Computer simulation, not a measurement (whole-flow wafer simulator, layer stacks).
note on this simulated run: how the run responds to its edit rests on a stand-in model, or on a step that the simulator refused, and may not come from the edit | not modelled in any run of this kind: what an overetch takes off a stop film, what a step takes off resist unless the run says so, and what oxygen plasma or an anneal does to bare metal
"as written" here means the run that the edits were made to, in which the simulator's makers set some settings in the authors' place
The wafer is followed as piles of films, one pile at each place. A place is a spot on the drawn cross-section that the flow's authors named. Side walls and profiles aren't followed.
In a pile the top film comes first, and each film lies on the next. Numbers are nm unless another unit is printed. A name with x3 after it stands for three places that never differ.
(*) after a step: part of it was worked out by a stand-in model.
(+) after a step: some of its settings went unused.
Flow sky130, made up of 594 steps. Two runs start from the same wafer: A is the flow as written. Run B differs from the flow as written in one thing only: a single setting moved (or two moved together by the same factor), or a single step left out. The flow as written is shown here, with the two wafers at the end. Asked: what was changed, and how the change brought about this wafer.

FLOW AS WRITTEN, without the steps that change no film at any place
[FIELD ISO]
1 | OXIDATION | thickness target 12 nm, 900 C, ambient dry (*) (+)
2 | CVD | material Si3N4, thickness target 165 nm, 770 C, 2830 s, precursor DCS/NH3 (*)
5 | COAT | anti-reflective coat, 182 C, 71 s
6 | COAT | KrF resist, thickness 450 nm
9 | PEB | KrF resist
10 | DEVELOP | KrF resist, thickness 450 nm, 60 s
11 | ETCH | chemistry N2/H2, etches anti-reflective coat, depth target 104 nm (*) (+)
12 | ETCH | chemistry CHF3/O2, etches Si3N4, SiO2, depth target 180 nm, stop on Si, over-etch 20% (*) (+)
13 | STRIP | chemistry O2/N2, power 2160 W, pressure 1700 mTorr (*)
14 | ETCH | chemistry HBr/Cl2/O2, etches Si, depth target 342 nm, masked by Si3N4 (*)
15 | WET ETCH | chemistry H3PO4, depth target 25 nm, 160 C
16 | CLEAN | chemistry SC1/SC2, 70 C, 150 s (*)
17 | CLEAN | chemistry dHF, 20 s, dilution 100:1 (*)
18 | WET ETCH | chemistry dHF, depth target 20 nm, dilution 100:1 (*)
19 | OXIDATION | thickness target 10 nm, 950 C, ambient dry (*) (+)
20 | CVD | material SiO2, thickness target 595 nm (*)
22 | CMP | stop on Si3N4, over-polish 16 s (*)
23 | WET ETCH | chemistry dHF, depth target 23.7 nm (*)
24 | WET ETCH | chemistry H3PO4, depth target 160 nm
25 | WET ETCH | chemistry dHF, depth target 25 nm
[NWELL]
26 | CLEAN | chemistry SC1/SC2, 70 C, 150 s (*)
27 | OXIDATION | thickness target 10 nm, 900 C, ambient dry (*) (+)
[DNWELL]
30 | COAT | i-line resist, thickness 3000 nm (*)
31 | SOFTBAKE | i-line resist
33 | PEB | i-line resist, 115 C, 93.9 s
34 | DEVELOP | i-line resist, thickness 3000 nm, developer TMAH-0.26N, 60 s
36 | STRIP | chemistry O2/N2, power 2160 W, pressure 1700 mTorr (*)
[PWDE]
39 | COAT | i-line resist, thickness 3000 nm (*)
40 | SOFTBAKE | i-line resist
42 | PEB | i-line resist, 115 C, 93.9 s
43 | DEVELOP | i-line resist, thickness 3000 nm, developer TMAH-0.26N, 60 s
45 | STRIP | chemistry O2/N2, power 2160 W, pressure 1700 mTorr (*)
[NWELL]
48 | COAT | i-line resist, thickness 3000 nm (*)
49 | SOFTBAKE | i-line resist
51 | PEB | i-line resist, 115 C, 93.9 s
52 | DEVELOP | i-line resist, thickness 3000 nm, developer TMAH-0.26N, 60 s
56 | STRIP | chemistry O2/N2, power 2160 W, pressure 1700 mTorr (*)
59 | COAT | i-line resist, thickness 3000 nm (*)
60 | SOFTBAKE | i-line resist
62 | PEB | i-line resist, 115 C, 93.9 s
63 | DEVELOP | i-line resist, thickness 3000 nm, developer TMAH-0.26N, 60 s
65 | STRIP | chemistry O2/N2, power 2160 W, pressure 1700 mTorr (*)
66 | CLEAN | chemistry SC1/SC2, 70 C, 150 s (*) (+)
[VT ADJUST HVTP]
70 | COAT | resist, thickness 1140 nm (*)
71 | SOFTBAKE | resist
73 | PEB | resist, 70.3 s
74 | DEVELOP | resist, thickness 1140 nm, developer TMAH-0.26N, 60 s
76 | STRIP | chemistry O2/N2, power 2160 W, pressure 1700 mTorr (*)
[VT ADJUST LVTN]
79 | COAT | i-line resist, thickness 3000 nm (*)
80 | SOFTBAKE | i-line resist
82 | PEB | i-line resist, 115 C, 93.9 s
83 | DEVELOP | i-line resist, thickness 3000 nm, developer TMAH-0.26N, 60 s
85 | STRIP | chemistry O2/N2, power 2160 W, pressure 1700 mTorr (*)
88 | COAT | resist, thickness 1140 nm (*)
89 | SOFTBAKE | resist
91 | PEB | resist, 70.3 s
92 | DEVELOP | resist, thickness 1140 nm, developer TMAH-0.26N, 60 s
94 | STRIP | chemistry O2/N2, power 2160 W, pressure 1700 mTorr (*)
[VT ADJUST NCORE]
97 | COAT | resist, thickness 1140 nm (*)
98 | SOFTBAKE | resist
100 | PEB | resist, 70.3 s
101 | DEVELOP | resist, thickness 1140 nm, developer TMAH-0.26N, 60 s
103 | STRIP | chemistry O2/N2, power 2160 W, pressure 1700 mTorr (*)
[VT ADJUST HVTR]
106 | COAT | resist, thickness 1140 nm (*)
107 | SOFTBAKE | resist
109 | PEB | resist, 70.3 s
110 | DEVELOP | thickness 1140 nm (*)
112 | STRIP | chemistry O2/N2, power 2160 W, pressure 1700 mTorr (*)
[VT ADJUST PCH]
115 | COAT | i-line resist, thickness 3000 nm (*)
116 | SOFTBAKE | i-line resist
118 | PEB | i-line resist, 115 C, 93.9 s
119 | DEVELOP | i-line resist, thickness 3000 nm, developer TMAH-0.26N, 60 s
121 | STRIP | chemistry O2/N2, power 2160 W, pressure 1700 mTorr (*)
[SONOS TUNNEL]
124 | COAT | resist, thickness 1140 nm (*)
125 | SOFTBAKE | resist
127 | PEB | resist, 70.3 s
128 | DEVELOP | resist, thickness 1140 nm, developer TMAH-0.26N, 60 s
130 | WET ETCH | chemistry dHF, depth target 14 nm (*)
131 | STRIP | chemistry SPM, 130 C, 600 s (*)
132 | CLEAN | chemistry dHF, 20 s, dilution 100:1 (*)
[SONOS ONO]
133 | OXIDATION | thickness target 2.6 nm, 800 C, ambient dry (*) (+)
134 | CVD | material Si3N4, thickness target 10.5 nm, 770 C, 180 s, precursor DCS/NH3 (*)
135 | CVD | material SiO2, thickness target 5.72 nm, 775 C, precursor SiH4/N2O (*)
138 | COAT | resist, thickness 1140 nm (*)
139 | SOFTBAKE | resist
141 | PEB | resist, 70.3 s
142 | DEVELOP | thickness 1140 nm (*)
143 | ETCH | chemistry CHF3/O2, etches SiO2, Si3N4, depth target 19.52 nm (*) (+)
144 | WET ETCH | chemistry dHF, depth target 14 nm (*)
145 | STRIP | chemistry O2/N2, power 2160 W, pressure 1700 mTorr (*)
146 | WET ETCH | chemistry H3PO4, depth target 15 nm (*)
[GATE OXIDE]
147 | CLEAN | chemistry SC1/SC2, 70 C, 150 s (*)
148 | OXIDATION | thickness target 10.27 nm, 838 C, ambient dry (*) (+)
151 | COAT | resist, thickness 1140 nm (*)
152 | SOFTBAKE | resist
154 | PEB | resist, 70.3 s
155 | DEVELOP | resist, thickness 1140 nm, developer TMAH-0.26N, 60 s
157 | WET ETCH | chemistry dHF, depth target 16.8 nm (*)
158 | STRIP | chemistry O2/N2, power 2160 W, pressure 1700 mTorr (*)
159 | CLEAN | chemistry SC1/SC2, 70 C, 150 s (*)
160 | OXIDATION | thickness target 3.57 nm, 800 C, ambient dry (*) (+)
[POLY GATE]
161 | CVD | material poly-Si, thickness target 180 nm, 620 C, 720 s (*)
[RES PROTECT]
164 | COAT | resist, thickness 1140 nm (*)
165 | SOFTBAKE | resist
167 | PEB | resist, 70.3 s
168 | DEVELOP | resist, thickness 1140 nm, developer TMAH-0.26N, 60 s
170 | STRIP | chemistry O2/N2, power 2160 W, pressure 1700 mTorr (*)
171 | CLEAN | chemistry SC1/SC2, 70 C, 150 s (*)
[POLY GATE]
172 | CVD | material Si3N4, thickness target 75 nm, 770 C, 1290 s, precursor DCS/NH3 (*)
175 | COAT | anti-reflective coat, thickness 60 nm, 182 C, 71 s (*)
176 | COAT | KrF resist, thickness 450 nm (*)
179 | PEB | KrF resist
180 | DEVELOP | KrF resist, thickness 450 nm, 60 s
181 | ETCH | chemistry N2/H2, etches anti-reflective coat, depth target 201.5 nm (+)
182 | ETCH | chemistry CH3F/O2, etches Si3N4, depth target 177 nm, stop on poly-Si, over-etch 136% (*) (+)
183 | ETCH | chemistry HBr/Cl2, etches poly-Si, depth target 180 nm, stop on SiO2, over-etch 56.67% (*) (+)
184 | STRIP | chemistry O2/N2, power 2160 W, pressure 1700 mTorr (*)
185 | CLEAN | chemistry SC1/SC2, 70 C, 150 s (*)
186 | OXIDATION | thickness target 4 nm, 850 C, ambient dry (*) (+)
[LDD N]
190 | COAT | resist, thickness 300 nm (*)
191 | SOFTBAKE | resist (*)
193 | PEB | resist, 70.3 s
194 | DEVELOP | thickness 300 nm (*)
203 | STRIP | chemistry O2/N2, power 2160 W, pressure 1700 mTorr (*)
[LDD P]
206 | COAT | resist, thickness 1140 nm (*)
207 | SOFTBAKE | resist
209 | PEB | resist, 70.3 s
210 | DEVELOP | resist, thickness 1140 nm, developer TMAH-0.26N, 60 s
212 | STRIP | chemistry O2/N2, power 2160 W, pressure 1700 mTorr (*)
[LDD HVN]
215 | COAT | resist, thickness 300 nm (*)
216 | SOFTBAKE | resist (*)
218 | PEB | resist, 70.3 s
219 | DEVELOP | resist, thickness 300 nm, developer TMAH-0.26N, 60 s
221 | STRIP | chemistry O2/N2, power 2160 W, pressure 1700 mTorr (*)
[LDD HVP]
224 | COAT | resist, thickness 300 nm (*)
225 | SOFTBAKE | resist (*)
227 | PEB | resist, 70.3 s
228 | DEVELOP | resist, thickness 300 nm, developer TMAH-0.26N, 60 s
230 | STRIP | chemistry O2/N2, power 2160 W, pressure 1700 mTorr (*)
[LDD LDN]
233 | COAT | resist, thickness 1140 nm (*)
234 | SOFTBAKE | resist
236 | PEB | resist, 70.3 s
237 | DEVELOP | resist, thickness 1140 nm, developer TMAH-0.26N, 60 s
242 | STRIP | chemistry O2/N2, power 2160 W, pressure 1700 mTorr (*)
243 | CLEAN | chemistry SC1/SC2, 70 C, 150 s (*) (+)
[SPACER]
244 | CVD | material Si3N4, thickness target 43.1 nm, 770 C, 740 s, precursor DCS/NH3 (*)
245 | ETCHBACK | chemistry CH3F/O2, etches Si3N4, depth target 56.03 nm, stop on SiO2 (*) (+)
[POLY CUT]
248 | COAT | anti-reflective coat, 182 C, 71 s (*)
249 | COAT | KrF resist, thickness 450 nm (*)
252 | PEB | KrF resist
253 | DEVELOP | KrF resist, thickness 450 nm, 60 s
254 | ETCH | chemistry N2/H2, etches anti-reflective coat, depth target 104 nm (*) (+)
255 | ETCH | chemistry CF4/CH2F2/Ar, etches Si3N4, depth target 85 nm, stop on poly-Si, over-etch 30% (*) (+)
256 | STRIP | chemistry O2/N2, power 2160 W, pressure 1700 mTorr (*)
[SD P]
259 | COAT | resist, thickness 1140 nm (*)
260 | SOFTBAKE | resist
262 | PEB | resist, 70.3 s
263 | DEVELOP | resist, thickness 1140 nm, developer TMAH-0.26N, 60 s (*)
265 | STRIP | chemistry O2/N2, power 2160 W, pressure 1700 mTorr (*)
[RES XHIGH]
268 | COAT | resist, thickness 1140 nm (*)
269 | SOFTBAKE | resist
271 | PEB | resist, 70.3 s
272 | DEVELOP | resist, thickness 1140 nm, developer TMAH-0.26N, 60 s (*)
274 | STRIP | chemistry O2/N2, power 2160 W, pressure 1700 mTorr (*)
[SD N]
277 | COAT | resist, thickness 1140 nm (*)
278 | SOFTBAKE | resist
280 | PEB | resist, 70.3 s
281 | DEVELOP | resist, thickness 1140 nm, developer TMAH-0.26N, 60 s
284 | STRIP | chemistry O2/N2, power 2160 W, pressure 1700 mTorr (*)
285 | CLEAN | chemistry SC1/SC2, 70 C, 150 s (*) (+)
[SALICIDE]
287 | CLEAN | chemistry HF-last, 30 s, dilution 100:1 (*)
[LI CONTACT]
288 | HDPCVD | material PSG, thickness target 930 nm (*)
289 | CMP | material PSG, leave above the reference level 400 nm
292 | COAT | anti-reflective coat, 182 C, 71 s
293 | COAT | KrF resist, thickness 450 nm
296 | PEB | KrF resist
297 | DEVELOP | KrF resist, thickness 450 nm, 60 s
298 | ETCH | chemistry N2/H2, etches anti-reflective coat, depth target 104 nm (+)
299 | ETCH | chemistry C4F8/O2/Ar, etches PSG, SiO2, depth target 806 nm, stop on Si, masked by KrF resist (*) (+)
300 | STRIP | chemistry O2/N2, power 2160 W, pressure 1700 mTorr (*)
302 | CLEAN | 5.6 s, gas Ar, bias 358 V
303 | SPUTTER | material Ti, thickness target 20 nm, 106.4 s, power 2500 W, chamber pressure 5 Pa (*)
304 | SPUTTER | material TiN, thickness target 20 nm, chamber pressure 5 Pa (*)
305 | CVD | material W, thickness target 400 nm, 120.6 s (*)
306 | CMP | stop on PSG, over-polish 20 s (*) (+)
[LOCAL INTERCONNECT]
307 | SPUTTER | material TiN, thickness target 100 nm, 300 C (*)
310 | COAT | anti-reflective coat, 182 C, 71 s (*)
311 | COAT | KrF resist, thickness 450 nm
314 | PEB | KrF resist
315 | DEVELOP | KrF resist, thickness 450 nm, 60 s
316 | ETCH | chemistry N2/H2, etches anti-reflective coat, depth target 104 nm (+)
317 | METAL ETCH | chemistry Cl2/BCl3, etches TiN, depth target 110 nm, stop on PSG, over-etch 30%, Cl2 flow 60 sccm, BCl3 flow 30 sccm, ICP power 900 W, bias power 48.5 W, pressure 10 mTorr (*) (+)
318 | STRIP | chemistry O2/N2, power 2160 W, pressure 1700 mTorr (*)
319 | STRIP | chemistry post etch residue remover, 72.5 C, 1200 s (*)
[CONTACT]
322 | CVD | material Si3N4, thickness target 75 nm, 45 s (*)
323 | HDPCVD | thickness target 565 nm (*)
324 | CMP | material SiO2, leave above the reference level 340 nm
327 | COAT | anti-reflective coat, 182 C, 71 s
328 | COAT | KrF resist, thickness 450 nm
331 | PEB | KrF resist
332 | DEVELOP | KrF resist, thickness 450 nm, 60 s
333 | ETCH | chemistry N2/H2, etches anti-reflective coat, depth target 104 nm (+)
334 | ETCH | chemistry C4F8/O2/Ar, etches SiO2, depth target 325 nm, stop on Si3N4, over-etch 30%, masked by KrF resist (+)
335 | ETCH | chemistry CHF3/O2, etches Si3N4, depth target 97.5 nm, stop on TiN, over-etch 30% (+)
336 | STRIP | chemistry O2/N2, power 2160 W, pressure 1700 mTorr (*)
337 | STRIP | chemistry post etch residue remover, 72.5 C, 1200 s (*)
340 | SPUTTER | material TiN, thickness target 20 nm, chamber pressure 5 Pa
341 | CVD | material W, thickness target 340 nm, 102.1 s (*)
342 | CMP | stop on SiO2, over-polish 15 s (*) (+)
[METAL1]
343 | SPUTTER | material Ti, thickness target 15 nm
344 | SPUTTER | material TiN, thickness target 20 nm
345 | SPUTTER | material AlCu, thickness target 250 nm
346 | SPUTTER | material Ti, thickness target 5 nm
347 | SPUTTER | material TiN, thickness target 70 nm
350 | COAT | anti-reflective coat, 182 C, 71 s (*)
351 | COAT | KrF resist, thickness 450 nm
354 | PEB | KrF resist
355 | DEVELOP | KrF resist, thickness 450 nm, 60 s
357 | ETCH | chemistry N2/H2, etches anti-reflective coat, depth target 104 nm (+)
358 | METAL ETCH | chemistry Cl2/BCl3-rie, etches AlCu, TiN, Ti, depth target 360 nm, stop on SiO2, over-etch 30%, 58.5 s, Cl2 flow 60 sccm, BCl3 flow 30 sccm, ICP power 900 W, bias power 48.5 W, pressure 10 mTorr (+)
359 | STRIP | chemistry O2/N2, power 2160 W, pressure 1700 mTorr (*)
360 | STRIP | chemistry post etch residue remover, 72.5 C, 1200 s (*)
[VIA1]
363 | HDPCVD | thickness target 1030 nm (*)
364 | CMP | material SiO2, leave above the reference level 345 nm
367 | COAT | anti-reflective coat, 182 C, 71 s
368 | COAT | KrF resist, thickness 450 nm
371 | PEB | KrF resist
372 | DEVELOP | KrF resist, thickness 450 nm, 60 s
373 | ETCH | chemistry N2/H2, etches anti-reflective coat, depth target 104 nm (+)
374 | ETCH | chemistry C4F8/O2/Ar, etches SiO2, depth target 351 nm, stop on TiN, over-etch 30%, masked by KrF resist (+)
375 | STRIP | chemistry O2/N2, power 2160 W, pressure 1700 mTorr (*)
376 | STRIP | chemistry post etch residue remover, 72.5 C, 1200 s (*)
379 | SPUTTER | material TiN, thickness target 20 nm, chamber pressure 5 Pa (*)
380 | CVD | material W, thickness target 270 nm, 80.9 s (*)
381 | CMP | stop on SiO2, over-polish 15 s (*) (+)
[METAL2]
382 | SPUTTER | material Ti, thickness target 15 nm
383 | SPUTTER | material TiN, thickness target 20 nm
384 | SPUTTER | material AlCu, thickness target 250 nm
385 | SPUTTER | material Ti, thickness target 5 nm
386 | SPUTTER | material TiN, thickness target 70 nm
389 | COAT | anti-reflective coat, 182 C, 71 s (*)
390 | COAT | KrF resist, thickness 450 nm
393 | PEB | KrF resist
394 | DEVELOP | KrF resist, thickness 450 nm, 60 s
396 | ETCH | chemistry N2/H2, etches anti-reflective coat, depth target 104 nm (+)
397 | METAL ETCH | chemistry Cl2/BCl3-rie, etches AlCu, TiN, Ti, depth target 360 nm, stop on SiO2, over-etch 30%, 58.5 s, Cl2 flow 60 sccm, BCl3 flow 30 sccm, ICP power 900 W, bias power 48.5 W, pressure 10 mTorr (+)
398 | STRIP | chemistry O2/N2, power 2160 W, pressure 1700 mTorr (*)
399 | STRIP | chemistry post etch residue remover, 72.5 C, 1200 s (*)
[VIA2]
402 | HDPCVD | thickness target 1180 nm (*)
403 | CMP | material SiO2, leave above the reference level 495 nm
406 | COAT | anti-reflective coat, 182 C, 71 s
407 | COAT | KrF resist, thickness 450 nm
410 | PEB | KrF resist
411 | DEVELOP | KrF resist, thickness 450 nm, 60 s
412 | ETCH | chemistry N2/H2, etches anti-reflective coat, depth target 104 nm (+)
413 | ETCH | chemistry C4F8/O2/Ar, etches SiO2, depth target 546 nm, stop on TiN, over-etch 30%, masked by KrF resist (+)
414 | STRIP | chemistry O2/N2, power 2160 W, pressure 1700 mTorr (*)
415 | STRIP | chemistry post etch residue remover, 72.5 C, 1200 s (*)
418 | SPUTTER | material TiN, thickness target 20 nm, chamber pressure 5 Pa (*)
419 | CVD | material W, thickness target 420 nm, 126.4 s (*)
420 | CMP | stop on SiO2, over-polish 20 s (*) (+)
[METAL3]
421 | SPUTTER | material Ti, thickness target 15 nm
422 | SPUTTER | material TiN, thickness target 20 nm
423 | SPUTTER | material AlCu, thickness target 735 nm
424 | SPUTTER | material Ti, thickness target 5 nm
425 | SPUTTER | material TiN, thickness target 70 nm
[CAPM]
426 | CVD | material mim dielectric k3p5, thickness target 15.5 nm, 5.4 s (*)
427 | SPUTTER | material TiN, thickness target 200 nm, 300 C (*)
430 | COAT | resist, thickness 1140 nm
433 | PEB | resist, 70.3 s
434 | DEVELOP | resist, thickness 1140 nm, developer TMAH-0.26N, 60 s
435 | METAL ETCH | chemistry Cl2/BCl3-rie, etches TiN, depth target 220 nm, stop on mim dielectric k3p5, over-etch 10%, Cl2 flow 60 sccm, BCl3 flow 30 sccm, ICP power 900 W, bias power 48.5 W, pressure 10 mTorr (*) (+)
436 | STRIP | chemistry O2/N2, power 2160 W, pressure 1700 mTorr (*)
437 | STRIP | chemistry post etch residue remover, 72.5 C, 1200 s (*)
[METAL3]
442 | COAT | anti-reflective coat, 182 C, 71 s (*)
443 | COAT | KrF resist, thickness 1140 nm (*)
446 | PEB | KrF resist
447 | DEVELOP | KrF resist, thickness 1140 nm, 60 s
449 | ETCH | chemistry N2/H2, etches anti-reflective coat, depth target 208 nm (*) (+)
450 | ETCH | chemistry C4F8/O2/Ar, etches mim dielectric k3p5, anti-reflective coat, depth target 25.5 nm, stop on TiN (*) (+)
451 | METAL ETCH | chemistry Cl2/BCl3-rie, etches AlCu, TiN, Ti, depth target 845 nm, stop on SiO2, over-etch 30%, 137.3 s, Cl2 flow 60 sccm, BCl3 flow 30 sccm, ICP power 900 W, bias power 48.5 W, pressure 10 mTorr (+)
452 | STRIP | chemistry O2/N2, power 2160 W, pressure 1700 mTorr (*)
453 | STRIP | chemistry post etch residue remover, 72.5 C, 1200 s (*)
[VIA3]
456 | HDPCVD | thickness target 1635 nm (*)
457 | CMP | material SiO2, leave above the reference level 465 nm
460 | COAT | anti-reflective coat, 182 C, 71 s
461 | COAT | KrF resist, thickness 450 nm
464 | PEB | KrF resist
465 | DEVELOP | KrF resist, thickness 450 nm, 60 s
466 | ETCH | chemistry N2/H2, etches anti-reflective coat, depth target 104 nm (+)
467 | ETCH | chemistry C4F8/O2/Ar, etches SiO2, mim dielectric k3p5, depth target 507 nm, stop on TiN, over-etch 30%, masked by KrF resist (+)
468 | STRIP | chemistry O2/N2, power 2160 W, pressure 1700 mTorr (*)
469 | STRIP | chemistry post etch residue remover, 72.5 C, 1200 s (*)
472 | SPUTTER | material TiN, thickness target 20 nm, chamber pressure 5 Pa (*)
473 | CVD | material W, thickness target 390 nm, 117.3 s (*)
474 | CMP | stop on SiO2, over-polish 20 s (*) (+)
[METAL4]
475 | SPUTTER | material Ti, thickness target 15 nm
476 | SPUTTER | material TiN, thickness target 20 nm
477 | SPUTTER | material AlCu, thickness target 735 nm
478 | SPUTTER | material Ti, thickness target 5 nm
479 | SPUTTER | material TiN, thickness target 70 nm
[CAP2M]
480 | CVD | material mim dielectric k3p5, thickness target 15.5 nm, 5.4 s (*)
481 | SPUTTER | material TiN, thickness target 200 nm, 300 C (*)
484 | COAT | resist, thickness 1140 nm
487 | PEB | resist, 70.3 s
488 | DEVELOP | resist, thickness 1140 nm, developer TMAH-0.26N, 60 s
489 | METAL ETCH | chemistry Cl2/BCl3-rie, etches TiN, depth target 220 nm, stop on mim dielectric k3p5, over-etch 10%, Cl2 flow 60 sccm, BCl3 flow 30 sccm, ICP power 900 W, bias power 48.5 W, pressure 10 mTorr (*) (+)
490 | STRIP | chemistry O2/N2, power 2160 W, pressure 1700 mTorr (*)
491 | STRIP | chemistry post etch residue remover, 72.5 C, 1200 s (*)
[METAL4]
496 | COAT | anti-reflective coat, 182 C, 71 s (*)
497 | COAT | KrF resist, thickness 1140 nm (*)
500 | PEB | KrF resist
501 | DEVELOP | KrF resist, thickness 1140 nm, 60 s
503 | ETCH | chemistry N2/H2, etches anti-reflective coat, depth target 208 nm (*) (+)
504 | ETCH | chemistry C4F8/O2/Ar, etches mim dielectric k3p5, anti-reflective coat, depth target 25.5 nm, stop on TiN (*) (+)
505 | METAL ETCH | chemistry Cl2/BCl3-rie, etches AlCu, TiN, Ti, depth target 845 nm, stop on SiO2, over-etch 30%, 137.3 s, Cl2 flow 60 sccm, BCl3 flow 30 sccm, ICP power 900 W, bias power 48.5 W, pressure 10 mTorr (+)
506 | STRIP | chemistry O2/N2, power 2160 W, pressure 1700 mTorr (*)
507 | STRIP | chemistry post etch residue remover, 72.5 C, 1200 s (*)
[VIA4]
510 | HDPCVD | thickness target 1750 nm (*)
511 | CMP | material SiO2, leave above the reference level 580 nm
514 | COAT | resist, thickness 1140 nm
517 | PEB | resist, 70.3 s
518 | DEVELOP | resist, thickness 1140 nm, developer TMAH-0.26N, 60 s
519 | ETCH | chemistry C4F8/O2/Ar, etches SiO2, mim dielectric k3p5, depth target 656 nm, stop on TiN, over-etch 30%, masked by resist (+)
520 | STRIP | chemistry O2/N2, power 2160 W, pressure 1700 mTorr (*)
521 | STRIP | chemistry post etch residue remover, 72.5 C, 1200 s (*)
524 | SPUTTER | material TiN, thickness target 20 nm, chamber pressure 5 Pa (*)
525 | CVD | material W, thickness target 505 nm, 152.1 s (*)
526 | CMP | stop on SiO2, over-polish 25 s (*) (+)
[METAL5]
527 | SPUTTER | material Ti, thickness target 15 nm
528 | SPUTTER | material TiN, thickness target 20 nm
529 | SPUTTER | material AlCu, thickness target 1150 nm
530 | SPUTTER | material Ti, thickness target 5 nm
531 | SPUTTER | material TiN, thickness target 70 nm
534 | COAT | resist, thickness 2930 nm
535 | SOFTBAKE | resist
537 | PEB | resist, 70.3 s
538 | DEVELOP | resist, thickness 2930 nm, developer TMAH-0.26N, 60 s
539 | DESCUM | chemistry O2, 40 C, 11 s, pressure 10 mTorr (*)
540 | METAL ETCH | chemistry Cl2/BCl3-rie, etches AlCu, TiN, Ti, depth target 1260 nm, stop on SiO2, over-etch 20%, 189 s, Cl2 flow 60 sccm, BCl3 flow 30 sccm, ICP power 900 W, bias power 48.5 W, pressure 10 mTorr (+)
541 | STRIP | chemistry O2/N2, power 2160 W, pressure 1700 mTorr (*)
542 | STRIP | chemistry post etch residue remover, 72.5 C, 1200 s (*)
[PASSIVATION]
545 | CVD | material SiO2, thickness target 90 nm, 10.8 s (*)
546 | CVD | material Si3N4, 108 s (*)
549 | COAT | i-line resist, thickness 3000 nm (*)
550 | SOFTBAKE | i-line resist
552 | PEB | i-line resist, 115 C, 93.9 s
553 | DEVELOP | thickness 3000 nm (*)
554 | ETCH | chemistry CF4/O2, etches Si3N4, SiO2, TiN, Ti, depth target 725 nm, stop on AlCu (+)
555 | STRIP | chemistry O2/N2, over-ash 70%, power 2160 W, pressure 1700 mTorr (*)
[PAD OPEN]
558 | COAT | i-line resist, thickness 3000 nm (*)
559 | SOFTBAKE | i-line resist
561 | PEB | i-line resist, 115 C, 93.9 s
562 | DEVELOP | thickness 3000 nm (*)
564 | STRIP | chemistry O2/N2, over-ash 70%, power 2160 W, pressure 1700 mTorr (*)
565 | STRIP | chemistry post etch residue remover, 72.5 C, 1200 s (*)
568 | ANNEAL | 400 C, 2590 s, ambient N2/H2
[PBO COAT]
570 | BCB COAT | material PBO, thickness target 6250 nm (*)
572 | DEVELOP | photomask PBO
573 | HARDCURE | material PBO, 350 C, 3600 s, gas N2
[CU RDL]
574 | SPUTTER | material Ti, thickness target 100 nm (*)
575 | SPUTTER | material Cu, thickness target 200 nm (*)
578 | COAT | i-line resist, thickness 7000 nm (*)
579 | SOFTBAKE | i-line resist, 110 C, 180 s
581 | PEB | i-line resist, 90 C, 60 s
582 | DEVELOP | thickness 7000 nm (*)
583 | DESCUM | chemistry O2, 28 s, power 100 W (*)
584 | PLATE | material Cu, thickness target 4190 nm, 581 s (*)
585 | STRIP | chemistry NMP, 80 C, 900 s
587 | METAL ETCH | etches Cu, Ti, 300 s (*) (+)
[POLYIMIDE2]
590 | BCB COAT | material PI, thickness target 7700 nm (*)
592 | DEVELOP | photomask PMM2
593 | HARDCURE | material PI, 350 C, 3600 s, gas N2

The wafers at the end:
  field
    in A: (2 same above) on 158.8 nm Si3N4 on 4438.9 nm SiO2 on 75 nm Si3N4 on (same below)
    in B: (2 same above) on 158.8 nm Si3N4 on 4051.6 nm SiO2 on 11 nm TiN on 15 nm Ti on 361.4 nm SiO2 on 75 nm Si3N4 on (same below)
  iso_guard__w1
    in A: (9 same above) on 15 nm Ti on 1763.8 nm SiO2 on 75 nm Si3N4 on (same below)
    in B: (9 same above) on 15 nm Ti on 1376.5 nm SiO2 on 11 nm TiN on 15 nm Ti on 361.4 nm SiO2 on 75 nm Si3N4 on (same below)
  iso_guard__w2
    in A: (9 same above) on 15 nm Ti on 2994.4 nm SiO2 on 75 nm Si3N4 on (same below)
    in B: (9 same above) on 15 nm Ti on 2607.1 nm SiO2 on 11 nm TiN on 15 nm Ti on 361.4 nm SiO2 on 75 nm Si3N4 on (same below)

Cause: step 358, METAL ETCH: depth target 255.6 nm was run, though the flow has depth target 360 nm; step 358, METAL ETCH: 41.5 s was run, where the flow has 58.5 s.

Step by step, how the change led to this:
  358 | METAL ETCH | chemistry Cl2/BCl3-rie, etches AlCu, TiN, Ti, depth target 360 nm, stop on SiO2, over-etch 30%, 58.5 s, Cl2 flow 60 sccm, BCl3 flow 30 sccm, ICP power 900 W, bias power 48.5 W, pressure 10 mTorr (+)
      field, active, gate and 79 more: A TiN loses 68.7 (all of it), Ti loses 5 (all of it), AlCu loses 250 (all of it), TiN loses 20 (all of it), Ti loses 15 (all of it), SiO2 loses 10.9 | B TiN loses 68.7 (all of it), Ti loses 5 (all of it), AlCu loses 250 (all of it), TiN loses 8.61
      rpo_hd, iso_guard_nsd_tip: A TiN loses 68.7 (all of it), Ti loses 5 (all of it), AlCu loses 250 (all of it), TiN loses 20 (all of it), Ti loses 15 (all of it), SiO2 loses 10.9 | B TiN loses 68.7 (all of it), Ti loses 5 (all of it), AlCu loses 250 (all of it), TiN loses 8.62
      (as well as at 107 more places)
  359 | STRIP | chemistry O2/N2, power 2160 W, pressure 1700 mTorr (*)
      n_well, p_well, gate_hv and 100 more: A KrF resist loses 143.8 (all of it), anti-reflective coat loses 80 (all of it) | B KrF resist loses 211.7 (all of it), anti-reflective coat loses 80 (all of it)
      poly_licon, ndiff_licon, ndiff_licon_cpp, rpo_hd_licon: A KrF resist loses 143.9 (all of it), anti-reflective coat loses 80.5 (all of it) | B KrF resist loses 211.7 (all of it), anti-reflective coat loses 80.5 (all of it)
  363 | HDPCVD | thickness target 1030 nm (*)
      field, active, gate and 81 more: A SiO2 gains 1030 | B SiO2 gains 1030 (new film)
  364 | CMP | material SiO2, leave above the reference level 345 nm
      field, active, gate and 81 more: A SiO2 loses 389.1 | B SiO2 loses 426
With metal films that touch counted as one body, field has 1 body; the flow as written gives 0 bodies.
With metal films that touch counted as one body, iso_guard__w1 has 2 bodies (between them, from the top down: SiO2 1376.5); the flow as written gives 1 body.
With metal films that touch counted as one body, iso_guard__w2 has 2 bodies (between them, from the top down: SiO2 2607.1); the flow as written gives 1 body.
